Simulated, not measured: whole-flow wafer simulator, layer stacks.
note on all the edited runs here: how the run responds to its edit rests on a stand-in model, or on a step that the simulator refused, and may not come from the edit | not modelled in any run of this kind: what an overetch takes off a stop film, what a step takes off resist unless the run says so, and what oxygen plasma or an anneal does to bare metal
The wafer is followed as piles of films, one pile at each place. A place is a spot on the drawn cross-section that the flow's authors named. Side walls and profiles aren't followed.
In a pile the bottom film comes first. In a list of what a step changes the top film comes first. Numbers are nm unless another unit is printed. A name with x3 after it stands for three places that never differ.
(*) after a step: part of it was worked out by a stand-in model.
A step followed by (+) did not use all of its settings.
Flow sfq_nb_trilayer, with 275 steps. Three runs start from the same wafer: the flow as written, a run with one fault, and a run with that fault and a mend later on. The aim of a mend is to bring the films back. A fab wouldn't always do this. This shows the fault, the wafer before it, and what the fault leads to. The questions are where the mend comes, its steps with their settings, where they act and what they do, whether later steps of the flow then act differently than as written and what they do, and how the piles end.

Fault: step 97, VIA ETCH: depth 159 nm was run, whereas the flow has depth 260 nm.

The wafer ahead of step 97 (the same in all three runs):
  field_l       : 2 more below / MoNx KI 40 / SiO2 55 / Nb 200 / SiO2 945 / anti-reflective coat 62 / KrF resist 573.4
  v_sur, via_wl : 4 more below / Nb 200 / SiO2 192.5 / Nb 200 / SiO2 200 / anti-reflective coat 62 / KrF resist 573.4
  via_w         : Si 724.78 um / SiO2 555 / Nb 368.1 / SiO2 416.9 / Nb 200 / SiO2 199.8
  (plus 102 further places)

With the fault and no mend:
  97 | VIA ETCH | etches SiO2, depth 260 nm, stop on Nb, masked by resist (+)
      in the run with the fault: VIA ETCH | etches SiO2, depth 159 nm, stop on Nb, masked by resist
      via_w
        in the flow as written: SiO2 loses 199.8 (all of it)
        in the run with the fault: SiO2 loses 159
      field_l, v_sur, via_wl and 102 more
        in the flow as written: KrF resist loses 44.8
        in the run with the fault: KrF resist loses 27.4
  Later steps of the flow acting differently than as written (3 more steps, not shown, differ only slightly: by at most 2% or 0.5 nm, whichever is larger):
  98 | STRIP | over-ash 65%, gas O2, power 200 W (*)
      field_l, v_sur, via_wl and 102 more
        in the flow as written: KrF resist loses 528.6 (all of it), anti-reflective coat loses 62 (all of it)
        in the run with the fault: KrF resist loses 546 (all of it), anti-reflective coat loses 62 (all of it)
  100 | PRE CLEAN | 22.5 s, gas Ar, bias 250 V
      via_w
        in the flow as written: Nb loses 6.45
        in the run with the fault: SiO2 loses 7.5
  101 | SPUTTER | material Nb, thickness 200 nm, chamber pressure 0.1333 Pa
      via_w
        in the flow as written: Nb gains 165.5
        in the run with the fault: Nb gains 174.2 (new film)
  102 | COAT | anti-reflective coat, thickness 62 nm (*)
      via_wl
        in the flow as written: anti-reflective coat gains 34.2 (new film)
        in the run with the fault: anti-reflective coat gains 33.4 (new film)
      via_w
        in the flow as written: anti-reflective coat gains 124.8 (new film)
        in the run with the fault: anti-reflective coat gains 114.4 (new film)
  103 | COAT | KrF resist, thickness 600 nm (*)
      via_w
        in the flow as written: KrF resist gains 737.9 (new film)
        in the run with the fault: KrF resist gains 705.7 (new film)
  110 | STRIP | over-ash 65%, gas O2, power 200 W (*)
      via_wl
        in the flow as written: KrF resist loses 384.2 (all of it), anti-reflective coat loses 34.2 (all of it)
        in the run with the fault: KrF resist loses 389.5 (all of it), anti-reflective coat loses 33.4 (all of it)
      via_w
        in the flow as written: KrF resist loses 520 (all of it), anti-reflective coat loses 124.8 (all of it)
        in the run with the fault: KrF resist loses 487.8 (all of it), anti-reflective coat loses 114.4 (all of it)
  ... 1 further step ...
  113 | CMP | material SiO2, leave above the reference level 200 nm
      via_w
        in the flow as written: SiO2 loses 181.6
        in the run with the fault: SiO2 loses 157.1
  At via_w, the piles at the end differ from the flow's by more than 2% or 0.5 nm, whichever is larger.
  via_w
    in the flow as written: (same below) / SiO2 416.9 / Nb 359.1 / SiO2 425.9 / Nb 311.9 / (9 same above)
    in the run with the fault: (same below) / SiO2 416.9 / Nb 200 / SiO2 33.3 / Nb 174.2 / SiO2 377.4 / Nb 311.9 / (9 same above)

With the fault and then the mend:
  The mend follows step 98.
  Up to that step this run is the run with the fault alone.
  98a | COAT | anti-reflective coat, thickness 62 nm (*) (the flow's step 90 again)
      p4_fl x3, p4_w1 x9, p4_g1 x2 and 63 more
        anti-reflective coat gains 62 (new film)
      sp_r, be_r, r_sur and 11 more
        anti-reflective coat gains 61.8 (new film)
      gap, jj_sur, ce_l, c5j, ce_r
        anti-reflective coat gains 61.7 (new film)
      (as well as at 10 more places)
  98b | COAT | KrF resist, thickness 650 nm (*) (the flow's step 91 again)
      p4_fl x3, p4_w1 x9, p4_g1 x2 and 63 more
        KrF resist gains 650 (new film)
      r_sur, res, r_end, moat, field_r, l0_sur, l0v
        KrF resist gains 649.5 (new film)
      lsp_l, ln_m5, lsp_m, ln_m6, lsp_r
        KrF resist gains 649.6 (new film)
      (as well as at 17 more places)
  98c | SOFTBAKE | KrF resist (the flow's step 92 again)
      does not change any film at any place that is followed
  98d | EXPOSE | photomask I2, dose 11.91 mJ/cm2, NA 0.6, wavelength 248 nm (*) (the flow's step 93 again)
      does not change any film at any place that is followed
  98e | PEB | KrF resist, 90 s (the flow's step 94 again)
      gap, jj_sur, ce_l and 93 more
        KrF resist loses 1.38
      via_v, wire, be, be_sur
        KrF resist loses 1.37
      field_l, via_sp
        KrF resist loses 1.36
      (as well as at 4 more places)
  98f | DEVELOP | KrF resist, thickness 650 nm, 60 s (the flow's step 95 again)
      field_l, v_sur, via_wl and 102 more
        KrF resist loses 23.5
      via_w
        KrF resist loses 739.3 (all of it)
  98g | VIA ETCH | etches anti-reflective coat, depth 125 nm, masked by resist (+) (the flow's step 96 again)
      field_l, v_sur, via_wl and 102 more
        KrF resist loses 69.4
      via_w
        anti-reflective coat loses 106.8 (all of it)
  98h | VIA ETCH | etches SiO2, depth 101 nm, stop on Nb, masked by resist (+) (the flow's step 97 again, with other settings)
      field_l, v_sur, via_wl and 102 more
        KrF resist loses 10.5
      via_w
        SiO2 loses 40.8 (all of it)
  98i | STRIP | over-ash 65%, gas O2, power 200 W (*) (the flow's step 98 again)
      p4_fl x3, p4_w1 x9, p4_g1 x2 and 63 more
        KrF resist loses 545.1 (all of it), anti-reflective coat loses 62 (all of it)
      moat, field_r, lsp_l, ln_m5, lsp_m, ln_m6, lsp_r, l0_sur
        KrF resist loses 544.7 (all of it), anti-reflective coat loses 61.8 (all of it)
      r_sur, res, r_end, l0v
        KrF resist loses 544.6 (all of it), anti-reflective coat loses 61.8 (all of it)
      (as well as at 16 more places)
  Every later step of the flow that is run acts as written at every place that is followed.
  At every place that both follow, the piles at the end match the flow's.
